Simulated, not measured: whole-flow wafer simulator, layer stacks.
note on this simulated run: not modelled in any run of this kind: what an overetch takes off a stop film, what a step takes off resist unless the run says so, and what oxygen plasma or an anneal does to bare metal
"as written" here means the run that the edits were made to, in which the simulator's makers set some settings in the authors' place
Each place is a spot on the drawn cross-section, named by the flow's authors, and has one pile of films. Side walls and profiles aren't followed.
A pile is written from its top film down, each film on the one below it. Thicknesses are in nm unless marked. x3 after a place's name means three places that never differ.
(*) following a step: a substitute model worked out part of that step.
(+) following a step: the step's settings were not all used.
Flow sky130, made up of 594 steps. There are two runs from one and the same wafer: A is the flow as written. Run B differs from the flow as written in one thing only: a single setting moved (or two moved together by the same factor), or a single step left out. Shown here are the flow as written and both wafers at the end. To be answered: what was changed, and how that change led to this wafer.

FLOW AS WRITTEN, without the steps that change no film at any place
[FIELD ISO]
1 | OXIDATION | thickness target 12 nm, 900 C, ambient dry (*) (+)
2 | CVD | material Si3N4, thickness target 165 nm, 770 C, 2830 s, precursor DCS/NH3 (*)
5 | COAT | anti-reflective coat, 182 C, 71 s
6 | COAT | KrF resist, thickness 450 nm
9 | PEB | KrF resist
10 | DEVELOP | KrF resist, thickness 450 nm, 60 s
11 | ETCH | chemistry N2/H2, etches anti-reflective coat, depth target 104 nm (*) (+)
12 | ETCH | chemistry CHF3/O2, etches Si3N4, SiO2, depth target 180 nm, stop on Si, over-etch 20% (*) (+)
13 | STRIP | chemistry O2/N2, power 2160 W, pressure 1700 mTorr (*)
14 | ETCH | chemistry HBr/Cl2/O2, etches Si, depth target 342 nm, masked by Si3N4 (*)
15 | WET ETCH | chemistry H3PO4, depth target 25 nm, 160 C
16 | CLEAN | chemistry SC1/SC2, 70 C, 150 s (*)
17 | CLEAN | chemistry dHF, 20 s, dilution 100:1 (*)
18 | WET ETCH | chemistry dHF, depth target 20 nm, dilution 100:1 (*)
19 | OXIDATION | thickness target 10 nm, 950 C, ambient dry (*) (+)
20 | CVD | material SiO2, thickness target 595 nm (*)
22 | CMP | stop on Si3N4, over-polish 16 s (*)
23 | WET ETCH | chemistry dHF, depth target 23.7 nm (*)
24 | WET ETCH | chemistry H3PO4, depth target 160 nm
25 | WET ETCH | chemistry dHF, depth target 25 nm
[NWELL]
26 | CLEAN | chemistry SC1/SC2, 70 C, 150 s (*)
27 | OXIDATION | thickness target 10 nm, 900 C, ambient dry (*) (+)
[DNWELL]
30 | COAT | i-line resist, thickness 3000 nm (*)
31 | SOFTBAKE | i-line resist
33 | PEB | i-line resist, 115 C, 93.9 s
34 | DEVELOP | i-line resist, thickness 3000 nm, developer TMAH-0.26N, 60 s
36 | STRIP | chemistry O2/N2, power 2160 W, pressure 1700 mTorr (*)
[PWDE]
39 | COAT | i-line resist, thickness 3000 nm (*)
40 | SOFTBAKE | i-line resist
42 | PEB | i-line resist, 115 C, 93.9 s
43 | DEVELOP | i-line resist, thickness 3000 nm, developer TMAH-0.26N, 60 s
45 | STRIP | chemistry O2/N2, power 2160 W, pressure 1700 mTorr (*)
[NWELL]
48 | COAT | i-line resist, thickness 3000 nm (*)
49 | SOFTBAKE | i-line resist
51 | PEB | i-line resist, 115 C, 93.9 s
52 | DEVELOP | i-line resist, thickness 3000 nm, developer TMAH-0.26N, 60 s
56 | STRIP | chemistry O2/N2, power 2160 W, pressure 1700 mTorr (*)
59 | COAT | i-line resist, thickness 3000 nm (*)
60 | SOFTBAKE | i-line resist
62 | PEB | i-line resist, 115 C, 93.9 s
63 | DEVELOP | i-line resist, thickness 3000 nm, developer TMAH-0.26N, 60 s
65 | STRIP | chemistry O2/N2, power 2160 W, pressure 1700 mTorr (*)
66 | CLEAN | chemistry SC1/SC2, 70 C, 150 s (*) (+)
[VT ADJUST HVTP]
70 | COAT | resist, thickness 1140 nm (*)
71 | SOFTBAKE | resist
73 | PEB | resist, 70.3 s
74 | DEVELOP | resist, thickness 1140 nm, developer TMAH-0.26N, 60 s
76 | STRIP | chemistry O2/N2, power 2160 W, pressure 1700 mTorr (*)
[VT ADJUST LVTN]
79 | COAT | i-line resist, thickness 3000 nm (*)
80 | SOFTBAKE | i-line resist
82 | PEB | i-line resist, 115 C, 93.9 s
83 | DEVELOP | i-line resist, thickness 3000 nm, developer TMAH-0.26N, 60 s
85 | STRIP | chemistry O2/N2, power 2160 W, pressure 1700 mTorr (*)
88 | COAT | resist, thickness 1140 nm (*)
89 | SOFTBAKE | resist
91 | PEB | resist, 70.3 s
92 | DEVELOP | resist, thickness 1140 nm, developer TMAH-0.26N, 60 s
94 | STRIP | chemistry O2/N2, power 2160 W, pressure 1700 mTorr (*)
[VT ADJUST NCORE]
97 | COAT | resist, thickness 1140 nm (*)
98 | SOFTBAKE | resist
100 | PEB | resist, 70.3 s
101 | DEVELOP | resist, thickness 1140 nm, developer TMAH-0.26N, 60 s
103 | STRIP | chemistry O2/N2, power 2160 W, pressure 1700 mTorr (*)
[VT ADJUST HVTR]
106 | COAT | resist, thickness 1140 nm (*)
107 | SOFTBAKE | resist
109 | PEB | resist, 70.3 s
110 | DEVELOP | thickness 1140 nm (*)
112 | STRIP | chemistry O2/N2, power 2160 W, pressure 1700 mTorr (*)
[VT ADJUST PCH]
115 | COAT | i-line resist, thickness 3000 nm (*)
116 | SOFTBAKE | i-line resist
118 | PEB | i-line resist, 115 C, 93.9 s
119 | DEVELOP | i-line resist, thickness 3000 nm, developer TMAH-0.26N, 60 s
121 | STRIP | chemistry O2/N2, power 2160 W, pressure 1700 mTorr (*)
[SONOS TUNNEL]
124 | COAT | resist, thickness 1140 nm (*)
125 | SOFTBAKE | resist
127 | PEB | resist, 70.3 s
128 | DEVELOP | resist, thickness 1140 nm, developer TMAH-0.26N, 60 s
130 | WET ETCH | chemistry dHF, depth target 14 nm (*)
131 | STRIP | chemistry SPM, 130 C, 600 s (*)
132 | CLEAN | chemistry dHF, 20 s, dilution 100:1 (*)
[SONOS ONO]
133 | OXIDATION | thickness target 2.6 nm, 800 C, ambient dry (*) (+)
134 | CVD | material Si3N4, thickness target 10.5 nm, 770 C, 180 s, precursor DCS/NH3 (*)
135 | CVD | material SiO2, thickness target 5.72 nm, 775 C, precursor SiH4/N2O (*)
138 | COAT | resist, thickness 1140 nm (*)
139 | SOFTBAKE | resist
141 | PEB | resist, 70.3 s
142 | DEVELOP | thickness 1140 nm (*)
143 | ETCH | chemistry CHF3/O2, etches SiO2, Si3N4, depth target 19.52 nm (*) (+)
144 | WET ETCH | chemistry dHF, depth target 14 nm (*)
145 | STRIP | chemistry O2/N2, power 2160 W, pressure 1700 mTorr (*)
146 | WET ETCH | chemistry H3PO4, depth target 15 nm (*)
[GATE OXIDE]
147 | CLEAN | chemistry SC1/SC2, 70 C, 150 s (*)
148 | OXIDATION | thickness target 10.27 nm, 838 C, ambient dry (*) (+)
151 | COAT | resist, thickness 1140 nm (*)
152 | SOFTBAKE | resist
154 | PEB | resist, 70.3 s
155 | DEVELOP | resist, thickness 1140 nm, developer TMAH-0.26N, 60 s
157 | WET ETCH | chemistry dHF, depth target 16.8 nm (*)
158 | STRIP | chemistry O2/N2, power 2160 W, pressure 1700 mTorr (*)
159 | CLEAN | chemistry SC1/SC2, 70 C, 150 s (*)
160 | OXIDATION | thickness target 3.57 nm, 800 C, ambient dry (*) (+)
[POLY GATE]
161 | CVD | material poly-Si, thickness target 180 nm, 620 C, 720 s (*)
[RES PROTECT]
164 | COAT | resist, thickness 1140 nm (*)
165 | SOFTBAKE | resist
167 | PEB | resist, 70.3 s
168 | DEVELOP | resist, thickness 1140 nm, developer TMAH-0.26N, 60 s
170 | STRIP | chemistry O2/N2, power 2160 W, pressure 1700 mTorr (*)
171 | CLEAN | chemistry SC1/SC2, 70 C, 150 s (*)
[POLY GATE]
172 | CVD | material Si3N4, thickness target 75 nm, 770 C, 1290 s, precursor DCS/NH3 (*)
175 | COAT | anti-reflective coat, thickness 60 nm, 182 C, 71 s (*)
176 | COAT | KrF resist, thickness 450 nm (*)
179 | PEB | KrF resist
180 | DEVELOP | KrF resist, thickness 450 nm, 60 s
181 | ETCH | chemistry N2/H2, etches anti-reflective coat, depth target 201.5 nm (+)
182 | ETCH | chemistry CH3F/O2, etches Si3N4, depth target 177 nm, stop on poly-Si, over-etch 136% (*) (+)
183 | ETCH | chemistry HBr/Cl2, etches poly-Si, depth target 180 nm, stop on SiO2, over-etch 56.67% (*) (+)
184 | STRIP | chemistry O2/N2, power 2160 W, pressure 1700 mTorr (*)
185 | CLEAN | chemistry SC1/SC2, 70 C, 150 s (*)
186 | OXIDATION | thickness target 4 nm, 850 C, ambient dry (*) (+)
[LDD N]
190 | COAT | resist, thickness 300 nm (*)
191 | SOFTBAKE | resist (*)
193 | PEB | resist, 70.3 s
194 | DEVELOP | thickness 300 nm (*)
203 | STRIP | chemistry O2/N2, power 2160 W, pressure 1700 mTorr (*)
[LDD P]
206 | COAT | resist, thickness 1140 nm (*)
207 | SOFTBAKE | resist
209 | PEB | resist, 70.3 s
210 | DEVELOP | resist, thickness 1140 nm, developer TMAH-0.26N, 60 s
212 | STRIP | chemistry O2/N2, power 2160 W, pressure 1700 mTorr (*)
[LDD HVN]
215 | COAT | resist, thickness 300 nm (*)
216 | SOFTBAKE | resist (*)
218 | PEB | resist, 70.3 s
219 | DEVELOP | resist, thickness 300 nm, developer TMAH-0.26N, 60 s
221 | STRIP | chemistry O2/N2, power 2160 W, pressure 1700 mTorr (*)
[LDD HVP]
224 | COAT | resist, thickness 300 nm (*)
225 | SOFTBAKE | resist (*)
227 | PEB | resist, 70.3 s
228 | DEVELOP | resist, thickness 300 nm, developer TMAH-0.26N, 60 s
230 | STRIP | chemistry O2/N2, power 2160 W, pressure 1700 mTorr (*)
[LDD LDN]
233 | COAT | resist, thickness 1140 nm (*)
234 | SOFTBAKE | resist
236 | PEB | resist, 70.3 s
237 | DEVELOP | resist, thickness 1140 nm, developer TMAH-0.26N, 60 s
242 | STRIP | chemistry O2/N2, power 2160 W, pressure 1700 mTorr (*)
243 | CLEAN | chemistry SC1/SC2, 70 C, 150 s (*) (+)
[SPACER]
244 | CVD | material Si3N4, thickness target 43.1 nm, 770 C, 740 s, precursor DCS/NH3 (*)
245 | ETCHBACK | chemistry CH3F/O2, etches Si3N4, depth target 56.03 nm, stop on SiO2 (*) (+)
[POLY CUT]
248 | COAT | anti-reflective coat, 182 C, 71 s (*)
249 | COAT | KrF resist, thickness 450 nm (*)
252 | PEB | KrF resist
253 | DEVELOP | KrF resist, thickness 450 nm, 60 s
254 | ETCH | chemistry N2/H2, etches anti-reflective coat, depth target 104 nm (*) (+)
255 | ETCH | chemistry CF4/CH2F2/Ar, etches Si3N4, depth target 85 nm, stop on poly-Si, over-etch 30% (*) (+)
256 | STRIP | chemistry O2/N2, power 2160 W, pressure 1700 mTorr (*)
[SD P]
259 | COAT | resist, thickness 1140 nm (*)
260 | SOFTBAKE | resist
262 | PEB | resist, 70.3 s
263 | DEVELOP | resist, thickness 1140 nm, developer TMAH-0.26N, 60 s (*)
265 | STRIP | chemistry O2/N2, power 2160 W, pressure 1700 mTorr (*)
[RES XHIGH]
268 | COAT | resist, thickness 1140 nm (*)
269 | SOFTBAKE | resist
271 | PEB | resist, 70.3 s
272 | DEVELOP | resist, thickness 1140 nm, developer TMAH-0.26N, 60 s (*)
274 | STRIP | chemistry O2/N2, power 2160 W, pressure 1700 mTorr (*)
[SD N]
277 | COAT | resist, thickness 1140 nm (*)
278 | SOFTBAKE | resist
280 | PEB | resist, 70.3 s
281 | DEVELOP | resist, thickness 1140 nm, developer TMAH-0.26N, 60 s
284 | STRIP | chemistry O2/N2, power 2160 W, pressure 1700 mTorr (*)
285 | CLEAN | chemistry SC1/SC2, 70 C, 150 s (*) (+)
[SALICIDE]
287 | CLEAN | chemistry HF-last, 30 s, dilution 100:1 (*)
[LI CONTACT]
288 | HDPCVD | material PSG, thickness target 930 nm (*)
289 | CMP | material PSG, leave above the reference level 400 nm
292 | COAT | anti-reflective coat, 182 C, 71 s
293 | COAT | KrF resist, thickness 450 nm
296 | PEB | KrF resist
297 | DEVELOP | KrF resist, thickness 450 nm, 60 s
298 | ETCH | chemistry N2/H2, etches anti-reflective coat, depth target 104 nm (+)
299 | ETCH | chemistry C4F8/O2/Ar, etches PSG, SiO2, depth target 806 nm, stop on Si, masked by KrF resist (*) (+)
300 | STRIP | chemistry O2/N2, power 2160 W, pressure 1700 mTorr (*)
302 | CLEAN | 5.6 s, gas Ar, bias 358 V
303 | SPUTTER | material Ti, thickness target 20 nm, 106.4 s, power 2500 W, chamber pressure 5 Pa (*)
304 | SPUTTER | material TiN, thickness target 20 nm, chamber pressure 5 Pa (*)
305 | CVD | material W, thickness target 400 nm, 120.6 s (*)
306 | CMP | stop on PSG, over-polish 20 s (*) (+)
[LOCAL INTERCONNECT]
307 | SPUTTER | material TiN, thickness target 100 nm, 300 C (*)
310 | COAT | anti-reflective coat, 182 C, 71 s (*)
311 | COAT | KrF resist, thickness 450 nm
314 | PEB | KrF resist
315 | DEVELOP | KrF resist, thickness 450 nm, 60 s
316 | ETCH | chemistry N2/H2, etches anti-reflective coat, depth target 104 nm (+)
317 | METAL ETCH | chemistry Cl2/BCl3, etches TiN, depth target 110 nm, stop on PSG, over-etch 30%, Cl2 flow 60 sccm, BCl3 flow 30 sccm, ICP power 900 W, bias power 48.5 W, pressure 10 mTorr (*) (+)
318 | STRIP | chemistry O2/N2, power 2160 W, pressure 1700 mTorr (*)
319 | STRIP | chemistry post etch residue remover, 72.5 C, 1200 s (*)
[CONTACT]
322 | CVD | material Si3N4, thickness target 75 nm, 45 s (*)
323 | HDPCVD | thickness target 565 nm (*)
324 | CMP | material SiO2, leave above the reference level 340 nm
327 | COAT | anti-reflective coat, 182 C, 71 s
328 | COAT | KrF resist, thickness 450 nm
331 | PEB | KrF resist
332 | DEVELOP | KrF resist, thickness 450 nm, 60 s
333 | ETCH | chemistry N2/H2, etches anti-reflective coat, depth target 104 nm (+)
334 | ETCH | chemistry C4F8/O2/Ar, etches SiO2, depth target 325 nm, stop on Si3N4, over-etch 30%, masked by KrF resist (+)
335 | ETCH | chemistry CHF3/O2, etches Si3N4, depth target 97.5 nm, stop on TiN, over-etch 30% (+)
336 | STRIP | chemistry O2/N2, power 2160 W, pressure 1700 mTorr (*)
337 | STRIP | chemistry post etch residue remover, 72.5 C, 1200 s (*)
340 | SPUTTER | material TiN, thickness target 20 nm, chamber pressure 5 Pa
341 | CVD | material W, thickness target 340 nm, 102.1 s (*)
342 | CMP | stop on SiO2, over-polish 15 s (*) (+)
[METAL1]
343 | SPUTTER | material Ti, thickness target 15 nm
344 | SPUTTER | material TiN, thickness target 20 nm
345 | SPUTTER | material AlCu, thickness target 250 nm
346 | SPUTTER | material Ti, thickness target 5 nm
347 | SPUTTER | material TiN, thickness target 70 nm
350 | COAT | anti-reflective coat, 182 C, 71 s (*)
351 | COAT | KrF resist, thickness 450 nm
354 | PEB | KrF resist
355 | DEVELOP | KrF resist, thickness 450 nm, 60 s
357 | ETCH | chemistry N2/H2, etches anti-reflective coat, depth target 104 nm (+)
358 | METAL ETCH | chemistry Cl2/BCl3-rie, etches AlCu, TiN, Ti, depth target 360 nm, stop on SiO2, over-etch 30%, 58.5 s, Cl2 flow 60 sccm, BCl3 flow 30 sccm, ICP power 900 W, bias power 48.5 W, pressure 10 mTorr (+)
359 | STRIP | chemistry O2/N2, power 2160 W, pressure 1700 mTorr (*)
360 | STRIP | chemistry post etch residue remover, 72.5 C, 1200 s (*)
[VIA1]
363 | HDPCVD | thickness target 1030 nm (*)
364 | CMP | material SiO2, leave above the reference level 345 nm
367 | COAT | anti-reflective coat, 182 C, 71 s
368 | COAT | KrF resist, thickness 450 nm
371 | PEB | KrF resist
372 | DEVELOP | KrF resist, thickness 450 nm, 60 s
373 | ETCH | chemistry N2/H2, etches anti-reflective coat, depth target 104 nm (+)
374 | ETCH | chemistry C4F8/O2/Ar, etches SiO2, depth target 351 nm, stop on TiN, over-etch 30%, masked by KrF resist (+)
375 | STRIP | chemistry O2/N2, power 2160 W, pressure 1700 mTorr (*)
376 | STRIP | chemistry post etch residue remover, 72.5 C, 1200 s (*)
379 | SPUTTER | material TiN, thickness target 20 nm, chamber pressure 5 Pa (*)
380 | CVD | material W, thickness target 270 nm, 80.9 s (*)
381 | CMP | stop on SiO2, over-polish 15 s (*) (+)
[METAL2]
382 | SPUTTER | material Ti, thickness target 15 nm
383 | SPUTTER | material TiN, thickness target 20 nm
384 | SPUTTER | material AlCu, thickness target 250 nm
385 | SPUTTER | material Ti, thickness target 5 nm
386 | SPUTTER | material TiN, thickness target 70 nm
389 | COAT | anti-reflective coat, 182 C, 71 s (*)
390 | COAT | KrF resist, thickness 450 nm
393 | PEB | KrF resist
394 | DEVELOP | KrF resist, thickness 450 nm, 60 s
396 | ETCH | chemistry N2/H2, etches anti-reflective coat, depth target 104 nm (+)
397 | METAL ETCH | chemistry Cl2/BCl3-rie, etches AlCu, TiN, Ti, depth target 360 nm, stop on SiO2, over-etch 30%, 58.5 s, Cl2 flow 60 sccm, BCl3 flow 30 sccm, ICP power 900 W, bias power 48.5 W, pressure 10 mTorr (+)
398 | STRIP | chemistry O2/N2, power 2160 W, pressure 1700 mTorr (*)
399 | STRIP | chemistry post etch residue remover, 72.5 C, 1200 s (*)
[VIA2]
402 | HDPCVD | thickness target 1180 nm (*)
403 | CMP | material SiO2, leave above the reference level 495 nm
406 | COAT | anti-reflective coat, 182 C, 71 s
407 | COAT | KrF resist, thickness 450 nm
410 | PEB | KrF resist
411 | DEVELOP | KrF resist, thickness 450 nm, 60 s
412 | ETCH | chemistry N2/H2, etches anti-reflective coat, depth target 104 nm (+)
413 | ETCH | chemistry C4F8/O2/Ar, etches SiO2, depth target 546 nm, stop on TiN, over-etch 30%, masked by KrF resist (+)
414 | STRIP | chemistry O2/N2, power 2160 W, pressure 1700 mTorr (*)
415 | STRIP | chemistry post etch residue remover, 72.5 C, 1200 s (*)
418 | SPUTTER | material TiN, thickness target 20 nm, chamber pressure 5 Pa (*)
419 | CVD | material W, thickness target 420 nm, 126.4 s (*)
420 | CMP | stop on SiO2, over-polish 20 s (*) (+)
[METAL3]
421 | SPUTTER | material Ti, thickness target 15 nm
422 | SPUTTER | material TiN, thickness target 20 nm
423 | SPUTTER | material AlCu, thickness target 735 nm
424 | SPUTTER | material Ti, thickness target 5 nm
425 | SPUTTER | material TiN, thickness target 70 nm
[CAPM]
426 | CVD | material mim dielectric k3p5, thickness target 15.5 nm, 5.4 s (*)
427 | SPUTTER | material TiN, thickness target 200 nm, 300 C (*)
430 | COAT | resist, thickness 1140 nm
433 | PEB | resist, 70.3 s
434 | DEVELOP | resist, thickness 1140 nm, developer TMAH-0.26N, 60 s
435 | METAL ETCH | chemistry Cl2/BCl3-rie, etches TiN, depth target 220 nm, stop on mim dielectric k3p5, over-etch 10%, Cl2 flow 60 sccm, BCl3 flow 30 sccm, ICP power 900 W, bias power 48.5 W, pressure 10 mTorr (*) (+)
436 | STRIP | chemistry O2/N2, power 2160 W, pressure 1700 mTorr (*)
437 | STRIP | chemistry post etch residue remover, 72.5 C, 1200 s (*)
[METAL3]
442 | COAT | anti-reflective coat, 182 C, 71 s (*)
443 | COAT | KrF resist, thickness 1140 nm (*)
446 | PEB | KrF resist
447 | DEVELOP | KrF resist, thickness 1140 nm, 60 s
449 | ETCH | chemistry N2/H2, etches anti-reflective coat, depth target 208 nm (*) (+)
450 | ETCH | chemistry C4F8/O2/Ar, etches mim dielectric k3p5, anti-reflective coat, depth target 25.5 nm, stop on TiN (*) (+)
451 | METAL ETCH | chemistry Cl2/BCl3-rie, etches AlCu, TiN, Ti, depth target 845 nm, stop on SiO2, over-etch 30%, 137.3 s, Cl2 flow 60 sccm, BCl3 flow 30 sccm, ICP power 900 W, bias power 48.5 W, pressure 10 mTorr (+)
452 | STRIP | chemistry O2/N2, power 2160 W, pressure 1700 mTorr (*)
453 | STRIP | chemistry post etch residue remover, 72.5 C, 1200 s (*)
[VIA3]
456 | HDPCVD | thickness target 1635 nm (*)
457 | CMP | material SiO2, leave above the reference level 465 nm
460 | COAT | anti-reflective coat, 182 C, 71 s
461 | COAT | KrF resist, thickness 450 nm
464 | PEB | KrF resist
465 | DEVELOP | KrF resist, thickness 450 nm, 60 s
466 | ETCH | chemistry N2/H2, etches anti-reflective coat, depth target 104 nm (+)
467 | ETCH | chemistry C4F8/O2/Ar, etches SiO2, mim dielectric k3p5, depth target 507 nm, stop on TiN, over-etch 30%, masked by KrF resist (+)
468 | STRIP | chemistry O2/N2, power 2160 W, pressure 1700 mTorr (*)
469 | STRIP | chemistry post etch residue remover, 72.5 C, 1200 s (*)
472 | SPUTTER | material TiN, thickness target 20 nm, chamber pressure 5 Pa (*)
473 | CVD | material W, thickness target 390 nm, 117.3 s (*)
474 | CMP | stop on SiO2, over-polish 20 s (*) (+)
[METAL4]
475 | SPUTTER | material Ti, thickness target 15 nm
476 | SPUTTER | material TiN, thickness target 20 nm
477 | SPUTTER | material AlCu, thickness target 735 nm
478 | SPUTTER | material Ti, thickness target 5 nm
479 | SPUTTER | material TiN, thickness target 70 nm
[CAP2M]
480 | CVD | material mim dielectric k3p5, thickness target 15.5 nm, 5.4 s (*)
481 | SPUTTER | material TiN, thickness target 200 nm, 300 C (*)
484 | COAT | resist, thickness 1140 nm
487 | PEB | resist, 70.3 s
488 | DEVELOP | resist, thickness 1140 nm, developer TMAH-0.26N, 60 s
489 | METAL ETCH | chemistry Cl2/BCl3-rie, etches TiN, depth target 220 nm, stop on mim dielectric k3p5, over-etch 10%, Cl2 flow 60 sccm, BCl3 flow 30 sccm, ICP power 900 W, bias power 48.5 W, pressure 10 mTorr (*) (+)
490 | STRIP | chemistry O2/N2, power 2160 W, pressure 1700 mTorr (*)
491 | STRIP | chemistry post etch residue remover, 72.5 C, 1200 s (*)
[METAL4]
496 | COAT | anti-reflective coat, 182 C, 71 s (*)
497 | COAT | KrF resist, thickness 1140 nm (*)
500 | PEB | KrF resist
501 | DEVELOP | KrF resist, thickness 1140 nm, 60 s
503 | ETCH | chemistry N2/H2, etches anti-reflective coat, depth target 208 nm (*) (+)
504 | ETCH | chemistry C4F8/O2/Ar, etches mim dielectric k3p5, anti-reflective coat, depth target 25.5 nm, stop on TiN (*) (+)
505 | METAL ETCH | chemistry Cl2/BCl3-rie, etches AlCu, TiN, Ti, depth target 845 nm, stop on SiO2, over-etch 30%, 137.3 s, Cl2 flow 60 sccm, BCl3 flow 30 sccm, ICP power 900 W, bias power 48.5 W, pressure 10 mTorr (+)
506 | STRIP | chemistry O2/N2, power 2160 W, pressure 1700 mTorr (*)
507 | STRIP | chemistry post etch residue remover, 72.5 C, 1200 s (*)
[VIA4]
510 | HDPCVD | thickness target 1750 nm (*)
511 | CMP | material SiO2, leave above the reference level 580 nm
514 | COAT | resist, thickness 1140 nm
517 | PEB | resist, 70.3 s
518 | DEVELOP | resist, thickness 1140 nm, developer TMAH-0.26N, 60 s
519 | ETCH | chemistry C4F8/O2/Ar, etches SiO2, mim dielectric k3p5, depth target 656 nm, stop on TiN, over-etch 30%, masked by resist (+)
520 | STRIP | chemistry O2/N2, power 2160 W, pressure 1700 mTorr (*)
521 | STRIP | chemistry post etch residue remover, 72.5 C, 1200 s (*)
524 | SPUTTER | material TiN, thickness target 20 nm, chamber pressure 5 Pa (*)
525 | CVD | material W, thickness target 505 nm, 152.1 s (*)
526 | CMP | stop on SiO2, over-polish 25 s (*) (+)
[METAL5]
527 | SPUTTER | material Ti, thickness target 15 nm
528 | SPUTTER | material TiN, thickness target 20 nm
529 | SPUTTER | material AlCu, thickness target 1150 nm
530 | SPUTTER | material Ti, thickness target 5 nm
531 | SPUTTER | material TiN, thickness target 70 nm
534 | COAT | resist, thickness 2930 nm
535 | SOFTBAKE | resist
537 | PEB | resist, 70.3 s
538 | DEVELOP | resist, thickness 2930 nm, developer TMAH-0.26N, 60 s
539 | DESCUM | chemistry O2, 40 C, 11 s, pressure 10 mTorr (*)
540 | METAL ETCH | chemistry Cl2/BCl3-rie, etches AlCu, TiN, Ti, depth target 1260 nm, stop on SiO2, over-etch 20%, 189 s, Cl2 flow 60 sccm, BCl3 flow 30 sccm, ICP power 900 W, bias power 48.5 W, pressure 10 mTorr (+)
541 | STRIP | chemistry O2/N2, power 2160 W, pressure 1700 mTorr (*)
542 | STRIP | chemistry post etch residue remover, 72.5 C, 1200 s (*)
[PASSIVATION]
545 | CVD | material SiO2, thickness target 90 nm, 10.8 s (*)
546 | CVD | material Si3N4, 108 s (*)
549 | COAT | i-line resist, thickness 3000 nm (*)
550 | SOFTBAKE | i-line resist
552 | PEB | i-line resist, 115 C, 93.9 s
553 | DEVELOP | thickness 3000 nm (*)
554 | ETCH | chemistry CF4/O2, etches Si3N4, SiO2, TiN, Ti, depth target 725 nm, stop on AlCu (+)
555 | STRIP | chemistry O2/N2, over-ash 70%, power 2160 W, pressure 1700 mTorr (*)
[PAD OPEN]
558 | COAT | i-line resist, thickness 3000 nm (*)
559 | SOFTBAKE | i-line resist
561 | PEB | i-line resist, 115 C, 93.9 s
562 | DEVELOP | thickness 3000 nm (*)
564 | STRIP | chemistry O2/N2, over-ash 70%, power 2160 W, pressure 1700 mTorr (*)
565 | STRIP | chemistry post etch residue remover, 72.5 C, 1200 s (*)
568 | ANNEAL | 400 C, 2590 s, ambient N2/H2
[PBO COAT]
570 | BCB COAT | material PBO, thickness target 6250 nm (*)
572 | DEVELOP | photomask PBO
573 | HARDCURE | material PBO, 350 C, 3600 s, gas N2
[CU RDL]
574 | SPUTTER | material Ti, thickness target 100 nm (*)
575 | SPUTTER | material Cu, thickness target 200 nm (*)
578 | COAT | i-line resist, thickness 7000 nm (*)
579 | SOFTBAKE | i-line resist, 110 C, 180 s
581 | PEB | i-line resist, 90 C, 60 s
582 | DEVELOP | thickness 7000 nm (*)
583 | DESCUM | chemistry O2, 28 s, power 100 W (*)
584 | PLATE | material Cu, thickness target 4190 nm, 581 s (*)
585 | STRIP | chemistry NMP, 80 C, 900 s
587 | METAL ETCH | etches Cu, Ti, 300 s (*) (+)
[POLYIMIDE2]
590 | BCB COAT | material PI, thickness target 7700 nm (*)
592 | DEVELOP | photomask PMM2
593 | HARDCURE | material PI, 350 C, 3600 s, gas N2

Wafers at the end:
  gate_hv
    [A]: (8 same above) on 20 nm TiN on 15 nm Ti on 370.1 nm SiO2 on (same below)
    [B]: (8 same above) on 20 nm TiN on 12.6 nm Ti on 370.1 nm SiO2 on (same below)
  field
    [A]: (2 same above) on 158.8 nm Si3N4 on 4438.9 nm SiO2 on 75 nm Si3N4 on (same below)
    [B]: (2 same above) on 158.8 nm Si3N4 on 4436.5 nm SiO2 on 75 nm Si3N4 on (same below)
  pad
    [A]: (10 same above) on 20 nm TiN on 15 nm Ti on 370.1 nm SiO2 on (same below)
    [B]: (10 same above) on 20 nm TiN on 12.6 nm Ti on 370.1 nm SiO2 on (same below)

What caused this: step 475, SPUTTER: thickness target 12.6 nm was run, whereas the flow has thickness target 15 nm.
The wafer itself shows it: gate_hv has Ti 12.6, and step 475 as written asks for 15 nm.

How this came from the change, step by step:
  475 | SPUTTER | material Ti, thickness target 15 nm
      field, active, n_well and 189 more: A Ti gains 15 (new film) | B Ti gains 12.6 (new film)
  505 | METAL ETCH | chemistry Cl2/BCl3-rie, etches AlCu, TiN, Ti, depth target 845 nm, stop on SiO2, over-etch 30%, 137.3 s, Cl2 flow 60 sccm, BCl3 flow 30 sccm, ICP power 900 W, bias power 48.5 W, pressure 10 mTorr (+)
      field, gate, spacer and 68 more: A TiN loses 70 (all of it), Ti loses 5 (all of it), AlCu loses 735 (all of it), TiN loses 20 (all of it), Ti loses 15 (all of it), SiO2 loses 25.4 | B TiN loses 70 (all of it), Ti loses 5 (all of it), AlCu loses 735 (all of it), TiN loses 20 (all of it), Ti loses 12.6 (all of it), SiO2 loses 25.6
      active, vpp_iso1, mim_edge_plate and 14 more: A TiN loses 70 (all of it), Ti loses 5 (all of it), AlCu loses 735 (all of it), TiN loses 20 (all of it), Ti loses 15 (all of it), SiO2 loses 25.3 | B TiN loses 70 (all of it), Ti loses 5 (all of it), AlCu loses 735 (all of it), TiN loses 20 (all of it), Ti loses 12.6 (all of it), SiO2 loses 25.6
